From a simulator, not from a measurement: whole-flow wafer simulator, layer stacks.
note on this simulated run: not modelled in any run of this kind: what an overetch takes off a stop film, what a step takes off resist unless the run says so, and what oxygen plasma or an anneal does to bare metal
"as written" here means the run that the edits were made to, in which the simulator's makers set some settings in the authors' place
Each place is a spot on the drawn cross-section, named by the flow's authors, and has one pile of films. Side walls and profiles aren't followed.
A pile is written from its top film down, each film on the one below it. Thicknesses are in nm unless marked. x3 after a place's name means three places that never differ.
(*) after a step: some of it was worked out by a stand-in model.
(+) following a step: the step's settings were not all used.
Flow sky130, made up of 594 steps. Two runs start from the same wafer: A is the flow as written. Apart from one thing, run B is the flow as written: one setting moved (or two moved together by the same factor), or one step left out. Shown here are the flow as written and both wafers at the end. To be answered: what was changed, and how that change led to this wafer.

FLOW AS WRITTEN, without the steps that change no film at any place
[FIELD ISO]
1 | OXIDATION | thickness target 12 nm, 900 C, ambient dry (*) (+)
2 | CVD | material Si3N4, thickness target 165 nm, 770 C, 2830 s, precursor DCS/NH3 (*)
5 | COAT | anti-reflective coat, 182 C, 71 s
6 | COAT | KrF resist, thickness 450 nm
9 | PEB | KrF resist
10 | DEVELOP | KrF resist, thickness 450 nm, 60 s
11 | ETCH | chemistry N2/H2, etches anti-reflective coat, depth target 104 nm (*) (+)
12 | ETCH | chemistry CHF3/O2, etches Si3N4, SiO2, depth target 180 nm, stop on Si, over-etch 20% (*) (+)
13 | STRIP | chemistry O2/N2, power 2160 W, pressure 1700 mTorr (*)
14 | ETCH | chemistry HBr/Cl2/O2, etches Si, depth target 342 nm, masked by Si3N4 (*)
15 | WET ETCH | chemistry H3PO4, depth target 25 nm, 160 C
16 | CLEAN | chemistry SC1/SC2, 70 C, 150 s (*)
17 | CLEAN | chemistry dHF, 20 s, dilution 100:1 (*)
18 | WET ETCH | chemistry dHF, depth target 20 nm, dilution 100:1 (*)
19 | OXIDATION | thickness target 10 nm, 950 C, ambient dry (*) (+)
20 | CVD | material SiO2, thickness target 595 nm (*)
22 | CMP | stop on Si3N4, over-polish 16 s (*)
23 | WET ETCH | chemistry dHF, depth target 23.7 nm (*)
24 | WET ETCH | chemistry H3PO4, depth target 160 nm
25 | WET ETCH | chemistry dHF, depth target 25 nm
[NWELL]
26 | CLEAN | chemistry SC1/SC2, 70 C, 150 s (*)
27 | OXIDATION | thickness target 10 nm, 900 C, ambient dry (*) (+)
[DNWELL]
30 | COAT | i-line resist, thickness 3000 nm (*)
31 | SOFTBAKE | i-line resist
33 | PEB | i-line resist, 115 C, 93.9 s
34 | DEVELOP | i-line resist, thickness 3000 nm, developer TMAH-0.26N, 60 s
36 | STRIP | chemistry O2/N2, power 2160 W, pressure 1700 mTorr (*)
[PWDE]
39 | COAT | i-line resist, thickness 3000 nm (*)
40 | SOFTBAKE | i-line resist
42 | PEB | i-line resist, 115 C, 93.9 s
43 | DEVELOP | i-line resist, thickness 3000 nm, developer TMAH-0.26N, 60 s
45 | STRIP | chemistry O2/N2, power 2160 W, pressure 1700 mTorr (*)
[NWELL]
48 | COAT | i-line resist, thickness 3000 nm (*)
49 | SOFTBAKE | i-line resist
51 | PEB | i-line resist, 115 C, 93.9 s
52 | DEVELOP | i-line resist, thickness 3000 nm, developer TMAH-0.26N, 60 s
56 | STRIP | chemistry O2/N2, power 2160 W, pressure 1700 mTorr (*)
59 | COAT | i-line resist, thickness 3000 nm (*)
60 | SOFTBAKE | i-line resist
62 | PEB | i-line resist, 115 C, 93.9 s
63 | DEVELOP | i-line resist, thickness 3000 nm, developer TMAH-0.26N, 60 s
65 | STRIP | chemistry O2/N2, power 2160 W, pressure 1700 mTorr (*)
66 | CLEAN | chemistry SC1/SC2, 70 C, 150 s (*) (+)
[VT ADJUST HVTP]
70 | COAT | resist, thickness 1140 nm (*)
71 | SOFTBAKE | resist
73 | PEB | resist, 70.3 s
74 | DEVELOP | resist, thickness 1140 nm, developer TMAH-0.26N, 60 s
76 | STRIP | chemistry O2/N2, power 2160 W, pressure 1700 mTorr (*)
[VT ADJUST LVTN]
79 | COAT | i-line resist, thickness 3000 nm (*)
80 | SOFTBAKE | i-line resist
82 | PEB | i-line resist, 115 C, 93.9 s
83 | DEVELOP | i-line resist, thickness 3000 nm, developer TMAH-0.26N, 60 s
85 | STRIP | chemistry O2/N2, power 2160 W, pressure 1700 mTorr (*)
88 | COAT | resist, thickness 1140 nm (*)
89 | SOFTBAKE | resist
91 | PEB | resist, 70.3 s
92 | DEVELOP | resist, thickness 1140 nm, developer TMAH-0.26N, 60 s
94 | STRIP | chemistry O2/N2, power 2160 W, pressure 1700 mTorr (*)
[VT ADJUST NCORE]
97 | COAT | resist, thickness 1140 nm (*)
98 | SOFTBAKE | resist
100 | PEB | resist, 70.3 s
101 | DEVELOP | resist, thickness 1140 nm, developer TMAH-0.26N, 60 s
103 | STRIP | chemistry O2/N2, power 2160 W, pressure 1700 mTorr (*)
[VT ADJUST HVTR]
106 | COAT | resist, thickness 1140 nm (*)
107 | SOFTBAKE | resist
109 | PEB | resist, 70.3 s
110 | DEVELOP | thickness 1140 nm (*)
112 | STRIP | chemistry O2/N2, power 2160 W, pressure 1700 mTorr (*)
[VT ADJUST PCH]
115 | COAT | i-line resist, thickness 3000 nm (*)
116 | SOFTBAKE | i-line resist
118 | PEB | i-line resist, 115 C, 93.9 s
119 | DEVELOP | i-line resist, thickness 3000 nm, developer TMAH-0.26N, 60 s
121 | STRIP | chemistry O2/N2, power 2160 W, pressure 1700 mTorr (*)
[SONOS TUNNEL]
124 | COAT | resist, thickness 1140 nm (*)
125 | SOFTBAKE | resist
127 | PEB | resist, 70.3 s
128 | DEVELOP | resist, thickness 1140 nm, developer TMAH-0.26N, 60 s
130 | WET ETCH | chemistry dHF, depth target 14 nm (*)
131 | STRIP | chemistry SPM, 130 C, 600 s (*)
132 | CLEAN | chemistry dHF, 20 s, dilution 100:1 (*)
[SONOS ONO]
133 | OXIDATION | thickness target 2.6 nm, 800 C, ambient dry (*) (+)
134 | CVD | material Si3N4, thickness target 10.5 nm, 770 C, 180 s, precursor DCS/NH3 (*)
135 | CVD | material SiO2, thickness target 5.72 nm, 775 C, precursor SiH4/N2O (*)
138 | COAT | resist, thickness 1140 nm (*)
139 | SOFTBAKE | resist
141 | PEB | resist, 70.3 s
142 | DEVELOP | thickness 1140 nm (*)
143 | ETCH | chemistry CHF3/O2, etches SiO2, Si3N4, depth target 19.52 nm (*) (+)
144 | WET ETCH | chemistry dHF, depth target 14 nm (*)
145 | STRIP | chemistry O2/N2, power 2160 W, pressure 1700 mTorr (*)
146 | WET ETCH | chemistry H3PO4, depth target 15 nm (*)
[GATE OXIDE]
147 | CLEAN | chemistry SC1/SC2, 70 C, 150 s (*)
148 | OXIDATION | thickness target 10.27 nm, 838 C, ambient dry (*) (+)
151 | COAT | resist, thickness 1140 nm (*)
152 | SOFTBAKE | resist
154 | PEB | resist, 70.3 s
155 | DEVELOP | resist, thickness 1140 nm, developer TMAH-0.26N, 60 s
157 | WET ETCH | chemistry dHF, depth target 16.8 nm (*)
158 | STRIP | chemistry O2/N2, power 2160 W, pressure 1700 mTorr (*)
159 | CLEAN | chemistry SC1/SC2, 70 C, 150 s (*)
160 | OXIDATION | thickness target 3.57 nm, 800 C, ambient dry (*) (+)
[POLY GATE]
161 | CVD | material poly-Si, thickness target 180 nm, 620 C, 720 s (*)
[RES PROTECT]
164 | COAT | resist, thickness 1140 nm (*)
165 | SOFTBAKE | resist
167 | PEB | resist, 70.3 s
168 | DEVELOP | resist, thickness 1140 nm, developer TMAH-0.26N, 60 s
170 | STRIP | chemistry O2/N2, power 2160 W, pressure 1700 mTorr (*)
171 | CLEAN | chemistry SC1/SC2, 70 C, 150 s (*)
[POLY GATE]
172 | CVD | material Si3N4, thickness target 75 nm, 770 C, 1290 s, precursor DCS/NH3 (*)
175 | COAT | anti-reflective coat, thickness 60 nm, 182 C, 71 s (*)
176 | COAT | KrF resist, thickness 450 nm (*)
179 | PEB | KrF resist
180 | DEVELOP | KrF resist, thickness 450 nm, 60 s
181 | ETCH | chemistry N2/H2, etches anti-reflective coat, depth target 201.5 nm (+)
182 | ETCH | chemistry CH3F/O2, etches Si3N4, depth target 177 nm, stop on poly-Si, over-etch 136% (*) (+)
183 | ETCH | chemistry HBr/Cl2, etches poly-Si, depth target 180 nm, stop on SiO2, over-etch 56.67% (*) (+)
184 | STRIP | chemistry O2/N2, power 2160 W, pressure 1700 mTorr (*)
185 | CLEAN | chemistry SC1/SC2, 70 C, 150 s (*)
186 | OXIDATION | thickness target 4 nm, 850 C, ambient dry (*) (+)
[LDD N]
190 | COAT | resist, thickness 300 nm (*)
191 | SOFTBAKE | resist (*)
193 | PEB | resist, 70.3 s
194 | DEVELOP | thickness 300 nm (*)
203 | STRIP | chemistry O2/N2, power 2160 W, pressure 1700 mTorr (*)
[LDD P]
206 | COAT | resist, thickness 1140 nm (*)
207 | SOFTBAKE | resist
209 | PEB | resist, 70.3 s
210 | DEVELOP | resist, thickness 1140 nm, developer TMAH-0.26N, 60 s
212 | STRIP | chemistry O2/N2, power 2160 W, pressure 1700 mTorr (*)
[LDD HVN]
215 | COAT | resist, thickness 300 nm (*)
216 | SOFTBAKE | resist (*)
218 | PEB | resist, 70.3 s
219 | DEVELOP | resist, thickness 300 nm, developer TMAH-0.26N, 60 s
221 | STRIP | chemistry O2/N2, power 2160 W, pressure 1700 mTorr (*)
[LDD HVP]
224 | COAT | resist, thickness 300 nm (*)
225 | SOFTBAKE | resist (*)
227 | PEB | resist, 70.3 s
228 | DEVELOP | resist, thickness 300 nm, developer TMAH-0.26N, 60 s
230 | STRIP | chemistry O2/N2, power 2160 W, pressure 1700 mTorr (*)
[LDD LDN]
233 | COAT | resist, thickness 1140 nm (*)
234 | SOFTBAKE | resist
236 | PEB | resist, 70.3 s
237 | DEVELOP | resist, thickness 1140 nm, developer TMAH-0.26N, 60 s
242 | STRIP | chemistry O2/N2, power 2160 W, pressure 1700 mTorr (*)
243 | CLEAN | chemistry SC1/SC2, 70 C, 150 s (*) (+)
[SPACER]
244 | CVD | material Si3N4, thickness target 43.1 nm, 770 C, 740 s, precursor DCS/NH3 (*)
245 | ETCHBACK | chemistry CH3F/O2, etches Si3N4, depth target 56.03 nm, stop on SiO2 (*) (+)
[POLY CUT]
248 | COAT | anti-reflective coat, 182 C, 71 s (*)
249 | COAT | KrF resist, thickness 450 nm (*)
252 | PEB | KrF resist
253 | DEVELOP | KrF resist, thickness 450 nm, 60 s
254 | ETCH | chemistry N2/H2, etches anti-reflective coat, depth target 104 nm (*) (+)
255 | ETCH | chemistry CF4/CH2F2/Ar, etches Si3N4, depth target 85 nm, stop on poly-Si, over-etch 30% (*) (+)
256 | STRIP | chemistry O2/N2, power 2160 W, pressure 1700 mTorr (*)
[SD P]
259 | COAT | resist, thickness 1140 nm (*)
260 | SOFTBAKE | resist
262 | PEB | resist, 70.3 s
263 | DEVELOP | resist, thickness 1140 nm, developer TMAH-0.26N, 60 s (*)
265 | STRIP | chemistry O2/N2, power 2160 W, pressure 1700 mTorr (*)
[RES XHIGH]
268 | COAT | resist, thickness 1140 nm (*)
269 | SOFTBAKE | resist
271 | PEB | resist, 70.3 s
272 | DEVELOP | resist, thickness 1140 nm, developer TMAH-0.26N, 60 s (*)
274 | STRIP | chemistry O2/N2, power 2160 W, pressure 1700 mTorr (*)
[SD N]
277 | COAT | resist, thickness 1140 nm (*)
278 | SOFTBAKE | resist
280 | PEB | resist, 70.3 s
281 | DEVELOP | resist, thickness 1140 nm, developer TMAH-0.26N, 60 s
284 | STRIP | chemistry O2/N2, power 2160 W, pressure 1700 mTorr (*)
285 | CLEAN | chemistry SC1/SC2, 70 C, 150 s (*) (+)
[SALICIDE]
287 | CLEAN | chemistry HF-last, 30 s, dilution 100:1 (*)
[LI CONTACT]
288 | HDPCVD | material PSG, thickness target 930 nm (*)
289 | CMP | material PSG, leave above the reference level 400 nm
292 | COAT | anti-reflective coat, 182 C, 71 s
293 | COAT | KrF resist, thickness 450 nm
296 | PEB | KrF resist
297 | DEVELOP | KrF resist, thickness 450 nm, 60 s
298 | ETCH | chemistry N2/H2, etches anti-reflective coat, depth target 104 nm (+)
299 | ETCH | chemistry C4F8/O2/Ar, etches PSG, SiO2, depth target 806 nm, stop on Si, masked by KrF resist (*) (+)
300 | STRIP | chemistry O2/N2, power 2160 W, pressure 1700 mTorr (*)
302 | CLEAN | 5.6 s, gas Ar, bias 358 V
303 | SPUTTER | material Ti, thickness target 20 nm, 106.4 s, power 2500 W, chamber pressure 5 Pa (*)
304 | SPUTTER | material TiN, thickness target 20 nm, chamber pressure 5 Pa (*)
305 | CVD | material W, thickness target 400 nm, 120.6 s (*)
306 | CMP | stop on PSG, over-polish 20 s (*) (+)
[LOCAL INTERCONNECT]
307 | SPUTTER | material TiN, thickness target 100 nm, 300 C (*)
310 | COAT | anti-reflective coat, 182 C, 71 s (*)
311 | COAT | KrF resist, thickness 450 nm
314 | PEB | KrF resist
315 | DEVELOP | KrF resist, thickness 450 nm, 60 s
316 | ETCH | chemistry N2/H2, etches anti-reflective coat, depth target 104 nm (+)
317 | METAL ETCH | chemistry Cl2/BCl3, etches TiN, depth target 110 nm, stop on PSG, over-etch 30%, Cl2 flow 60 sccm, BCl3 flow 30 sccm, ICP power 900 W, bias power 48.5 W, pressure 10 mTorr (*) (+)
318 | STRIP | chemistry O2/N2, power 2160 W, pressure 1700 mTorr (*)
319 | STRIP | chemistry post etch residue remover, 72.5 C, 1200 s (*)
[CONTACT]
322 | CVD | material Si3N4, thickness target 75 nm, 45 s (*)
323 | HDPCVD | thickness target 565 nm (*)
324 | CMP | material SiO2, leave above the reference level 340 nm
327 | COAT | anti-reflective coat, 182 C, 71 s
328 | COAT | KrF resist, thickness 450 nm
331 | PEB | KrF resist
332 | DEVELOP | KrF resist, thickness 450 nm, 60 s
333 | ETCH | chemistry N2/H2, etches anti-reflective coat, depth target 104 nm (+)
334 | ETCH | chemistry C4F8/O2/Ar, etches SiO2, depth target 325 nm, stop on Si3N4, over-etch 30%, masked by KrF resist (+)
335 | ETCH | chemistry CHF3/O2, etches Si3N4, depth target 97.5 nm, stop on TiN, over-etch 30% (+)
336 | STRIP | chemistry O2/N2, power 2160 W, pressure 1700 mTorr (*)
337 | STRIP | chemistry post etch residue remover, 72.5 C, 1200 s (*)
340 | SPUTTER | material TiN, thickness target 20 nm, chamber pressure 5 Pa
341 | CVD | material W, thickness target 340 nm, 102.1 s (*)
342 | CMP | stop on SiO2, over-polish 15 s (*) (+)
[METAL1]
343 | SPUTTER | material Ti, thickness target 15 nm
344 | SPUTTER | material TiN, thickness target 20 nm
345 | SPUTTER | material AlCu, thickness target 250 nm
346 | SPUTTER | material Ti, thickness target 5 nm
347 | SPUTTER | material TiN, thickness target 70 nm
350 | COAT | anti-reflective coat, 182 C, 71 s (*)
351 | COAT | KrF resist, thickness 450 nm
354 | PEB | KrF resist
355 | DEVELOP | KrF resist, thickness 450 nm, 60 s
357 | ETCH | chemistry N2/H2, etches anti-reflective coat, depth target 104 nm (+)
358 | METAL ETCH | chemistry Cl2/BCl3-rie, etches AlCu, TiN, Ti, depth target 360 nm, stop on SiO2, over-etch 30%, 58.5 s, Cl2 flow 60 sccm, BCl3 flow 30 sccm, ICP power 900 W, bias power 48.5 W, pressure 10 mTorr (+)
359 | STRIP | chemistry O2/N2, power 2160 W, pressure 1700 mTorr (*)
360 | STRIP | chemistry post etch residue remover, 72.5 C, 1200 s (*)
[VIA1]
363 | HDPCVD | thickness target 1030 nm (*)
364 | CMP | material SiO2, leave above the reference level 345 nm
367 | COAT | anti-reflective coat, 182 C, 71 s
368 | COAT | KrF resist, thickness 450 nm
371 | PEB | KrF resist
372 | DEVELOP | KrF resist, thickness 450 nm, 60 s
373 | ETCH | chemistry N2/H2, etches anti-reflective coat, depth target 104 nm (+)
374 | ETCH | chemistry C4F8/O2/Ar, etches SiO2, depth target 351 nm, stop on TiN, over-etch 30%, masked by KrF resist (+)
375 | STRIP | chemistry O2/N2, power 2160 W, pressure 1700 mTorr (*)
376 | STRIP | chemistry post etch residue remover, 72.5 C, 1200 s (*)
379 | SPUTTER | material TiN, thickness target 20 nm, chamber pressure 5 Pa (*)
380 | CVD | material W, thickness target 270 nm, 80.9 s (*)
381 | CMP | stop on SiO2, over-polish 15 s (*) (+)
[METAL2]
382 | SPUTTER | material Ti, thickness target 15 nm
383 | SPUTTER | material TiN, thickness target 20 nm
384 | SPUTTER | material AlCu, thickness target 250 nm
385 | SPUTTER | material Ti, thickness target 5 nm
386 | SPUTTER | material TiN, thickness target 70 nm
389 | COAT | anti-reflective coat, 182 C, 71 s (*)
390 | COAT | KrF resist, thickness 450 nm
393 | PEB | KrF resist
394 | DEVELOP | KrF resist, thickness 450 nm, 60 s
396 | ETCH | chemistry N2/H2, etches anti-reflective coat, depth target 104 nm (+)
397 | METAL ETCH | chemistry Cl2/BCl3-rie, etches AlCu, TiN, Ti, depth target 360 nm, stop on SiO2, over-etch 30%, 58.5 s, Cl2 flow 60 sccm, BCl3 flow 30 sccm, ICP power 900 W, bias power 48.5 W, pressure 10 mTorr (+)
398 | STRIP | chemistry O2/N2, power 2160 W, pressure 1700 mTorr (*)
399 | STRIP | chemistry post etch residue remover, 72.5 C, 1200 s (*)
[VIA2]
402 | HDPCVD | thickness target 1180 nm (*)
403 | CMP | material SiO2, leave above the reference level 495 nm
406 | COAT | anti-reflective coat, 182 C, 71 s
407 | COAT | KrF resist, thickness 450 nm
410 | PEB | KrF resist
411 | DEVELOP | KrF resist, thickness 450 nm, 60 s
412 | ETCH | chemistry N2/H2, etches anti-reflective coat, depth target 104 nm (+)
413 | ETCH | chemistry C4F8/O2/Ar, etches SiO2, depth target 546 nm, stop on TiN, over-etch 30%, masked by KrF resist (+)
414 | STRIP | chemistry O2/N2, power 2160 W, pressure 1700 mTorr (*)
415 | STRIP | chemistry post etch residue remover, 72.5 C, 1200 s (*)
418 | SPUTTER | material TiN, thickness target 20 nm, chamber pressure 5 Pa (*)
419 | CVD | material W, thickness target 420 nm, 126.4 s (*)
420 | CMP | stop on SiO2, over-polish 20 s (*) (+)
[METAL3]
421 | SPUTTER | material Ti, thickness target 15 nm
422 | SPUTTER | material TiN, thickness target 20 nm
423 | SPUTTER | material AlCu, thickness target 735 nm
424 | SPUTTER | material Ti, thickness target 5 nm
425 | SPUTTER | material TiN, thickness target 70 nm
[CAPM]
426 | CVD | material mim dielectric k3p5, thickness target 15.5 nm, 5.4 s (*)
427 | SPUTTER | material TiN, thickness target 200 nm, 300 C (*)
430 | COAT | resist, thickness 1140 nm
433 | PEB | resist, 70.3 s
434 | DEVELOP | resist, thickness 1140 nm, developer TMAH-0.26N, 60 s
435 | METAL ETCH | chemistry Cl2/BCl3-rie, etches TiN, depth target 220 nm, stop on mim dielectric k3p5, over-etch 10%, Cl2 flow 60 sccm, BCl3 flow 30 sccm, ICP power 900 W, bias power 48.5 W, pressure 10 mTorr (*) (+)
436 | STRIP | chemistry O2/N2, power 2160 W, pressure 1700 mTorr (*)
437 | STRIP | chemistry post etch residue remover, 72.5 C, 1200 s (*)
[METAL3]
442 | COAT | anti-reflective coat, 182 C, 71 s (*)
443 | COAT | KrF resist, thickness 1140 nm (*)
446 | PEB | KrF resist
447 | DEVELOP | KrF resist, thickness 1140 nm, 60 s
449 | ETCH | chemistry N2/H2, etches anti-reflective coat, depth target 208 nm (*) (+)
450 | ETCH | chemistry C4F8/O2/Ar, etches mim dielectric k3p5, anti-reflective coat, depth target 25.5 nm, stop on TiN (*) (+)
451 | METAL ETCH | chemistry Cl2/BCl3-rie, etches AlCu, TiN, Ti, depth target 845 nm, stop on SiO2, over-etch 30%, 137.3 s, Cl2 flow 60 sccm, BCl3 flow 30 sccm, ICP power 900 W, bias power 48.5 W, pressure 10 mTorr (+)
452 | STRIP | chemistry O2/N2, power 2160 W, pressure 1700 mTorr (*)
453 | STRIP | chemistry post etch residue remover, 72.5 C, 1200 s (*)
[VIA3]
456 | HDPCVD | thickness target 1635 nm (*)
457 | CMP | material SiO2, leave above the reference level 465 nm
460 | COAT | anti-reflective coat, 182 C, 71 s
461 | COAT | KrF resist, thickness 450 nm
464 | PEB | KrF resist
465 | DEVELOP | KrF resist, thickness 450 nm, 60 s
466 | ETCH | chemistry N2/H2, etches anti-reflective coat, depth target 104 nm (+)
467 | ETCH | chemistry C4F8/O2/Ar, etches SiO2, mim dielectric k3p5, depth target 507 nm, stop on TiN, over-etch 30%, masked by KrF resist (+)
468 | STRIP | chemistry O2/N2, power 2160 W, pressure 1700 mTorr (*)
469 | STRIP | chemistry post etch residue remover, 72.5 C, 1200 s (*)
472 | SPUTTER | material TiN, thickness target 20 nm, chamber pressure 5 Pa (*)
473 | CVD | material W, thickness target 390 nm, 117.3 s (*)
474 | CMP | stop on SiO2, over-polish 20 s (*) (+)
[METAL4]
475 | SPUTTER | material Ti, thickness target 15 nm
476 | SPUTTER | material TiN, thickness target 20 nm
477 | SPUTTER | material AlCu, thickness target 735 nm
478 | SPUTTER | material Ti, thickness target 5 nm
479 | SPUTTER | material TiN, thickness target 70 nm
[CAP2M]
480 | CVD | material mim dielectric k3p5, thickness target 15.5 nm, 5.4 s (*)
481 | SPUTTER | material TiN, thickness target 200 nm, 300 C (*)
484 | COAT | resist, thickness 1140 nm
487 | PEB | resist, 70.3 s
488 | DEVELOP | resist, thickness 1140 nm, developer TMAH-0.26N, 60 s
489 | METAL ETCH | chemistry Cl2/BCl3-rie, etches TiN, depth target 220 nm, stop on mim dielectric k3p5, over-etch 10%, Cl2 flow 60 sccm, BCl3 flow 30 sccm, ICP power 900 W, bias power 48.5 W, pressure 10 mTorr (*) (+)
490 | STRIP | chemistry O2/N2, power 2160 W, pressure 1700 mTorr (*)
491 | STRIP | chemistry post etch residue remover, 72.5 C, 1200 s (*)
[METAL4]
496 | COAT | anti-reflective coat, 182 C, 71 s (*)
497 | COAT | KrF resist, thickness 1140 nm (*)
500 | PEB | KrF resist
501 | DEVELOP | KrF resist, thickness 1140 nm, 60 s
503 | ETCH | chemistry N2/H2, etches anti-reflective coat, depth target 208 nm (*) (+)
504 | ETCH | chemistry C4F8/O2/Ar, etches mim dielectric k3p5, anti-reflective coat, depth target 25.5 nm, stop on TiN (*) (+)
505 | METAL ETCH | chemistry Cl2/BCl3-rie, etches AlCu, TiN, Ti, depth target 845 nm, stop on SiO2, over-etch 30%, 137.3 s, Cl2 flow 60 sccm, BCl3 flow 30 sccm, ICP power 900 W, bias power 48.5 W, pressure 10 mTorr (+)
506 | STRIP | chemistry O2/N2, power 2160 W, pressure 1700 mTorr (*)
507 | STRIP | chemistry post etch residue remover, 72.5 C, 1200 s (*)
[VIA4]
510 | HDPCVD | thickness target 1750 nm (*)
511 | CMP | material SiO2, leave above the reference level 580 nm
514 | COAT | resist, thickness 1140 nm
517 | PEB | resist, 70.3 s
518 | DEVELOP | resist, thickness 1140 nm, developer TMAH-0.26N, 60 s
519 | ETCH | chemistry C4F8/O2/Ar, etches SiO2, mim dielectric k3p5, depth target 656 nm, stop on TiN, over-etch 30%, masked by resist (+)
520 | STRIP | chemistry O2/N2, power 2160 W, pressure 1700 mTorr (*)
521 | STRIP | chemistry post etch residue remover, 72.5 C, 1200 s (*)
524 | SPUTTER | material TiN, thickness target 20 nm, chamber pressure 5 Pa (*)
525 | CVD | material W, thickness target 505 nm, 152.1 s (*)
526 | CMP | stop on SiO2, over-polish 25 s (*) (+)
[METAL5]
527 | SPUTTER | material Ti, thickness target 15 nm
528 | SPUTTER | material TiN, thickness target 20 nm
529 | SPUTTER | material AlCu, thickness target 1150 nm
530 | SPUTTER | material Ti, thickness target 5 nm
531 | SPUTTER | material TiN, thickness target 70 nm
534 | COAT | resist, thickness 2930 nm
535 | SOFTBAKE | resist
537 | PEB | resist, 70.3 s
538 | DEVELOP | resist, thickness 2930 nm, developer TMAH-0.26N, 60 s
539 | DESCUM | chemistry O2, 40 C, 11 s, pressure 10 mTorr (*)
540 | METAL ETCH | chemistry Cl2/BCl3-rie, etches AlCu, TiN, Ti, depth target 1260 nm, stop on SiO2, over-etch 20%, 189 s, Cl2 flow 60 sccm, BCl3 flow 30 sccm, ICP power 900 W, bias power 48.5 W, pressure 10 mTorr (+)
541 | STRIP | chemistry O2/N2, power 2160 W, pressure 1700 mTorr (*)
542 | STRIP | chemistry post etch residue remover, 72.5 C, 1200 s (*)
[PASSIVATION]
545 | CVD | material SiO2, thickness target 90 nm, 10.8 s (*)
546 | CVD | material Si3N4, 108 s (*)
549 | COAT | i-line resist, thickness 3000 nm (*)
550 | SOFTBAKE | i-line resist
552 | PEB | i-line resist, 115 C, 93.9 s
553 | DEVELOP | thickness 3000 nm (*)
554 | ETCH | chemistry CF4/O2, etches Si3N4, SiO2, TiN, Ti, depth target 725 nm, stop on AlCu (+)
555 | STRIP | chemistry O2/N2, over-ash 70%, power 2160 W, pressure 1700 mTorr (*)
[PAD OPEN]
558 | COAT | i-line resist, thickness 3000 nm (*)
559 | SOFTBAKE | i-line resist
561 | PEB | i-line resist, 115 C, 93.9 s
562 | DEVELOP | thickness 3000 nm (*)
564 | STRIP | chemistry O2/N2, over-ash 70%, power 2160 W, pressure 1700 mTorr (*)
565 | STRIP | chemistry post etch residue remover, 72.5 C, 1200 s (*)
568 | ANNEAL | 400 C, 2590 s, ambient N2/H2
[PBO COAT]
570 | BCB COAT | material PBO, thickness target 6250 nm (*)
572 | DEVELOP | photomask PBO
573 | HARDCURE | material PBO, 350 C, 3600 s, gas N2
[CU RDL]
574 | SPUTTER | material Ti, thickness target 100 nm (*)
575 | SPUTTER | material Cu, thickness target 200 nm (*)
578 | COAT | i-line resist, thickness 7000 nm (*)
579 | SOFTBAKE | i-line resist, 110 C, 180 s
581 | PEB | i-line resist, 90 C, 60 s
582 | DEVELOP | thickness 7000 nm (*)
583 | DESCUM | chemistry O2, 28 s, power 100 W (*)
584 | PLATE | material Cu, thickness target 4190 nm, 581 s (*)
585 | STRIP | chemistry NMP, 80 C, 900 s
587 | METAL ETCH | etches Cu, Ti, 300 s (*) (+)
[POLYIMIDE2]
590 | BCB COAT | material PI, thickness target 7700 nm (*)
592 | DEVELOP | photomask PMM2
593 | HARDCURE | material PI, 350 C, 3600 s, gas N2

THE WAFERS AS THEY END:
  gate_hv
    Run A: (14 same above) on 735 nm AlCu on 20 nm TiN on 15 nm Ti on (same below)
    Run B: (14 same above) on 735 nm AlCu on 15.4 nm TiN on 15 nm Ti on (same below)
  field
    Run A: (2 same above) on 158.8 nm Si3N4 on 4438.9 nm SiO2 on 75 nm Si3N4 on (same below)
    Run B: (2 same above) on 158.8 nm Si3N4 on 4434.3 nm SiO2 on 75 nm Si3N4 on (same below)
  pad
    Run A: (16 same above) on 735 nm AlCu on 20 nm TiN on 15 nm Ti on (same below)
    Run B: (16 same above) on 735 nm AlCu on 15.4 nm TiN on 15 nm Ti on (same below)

Cause: step 422, SPUTTER: thickness target 15.4 nm was run, whereas the flow has thickness target 20 nm.
The wafer lets one read it off: gate_hv has TiN 15.4, and step 422 as written asks for 20 nm.

How this came from the change, step by step:
  422 | SPUTTER | material TiN, thickness target 20 nm
      field, active, n_well and 188 more: A +20 TiN (new film) | B +15.4 TiN (new film)
  451 | METAL ETCH | chemistry Cl2/BCl3-rie, etches AlCu, TiN, Ti, depth target 845 nm, stop on SiO2, over-etch 30%, 137.3 s, Cl2 flow 60 sccm, BCl3 flow 30 sccm, ICP power 900 W, bias power 48.5 W, pressure 10 mTorr (+)
      field, gate, spacer and 68 more: A -70 TiN (all of it), -5 Ti (all of it), -735 AlCu (all of it), -20 TiN (all of it), -15 Ti (all of it), -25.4 SiO2 | B -70 TiN (all of it), -5 Ti (all of it), -735 AlCu (all of it), -15.4 TiN (all of it), -15 Ti (all of it), -25.8 SiO2
      active, vpp_ln, vpp_iso2 and 11 more: A -70 TiN (all of it), -5 Ti (all of it), -735 AlCu (all of it), -20 TiN (all of it), -15 Ti (all of it), -25.3 SiO2 | B -70 TiN (all of it), -5 Ti (all of it), -735 AlCu (all of it), -15.4 TiN (all of it), -15 Ti (all of it), -25.8 SiO2
